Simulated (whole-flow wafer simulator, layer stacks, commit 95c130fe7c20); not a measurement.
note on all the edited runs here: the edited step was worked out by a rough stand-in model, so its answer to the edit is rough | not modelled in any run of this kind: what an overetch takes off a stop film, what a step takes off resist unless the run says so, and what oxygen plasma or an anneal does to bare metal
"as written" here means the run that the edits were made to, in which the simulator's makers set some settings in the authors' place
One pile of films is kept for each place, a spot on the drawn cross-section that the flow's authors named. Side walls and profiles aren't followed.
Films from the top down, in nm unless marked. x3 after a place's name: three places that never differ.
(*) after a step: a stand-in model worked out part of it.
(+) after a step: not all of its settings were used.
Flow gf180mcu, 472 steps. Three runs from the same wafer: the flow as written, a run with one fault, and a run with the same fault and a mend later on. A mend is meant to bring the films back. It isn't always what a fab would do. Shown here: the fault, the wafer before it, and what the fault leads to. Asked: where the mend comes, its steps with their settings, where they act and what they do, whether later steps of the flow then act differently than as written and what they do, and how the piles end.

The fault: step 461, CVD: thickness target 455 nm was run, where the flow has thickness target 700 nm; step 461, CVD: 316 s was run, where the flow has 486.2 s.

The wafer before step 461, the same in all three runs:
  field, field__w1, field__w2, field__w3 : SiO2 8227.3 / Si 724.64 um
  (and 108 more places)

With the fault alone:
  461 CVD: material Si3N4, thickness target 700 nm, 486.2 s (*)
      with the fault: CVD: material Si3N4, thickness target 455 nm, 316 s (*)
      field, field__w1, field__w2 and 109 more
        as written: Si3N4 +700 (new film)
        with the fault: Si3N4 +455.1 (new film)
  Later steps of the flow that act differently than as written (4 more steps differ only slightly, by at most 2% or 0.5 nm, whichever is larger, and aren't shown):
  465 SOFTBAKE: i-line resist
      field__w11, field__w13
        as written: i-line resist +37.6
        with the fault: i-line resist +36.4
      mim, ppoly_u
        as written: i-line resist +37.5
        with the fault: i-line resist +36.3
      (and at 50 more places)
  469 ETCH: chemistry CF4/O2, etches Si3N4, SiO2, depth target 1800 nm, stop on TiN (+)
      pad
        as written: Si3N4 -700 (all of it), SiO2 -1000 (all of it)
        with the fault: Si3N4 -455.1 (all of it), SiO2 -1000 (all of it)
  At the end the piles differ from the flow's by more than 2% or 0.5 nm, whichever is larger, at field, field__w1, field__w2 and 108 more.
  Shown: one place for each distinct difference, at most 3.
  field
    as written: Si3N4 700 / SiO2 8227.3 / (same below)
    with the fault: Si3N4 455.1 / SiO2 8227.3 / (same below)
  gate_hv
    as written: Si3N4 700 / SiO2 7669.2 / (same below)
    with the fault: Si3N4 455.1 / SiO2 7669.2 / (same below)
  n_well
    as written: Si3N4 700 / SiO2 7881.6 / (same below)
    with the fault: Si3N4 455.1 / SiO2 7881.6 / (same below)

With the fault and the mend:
  The mend comes after step 461.
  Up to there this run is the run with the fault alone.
  461a CVD: material Si3N4, thickness target 245 nm, 170.2 s (*) (the flow's step 461 once more, with other settings)
      field, field__w1, field__w2 and 109 more
        Si3N4 +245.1
  No later step of the flow acts differently than as written, at any place that is followed, by more than 2% or 0.5 nm, whichever is larger.
  At the end the piles differ from the flow's only slightly at the places that both follow, by at most 2% or 0.5 nm, whichever is larger.
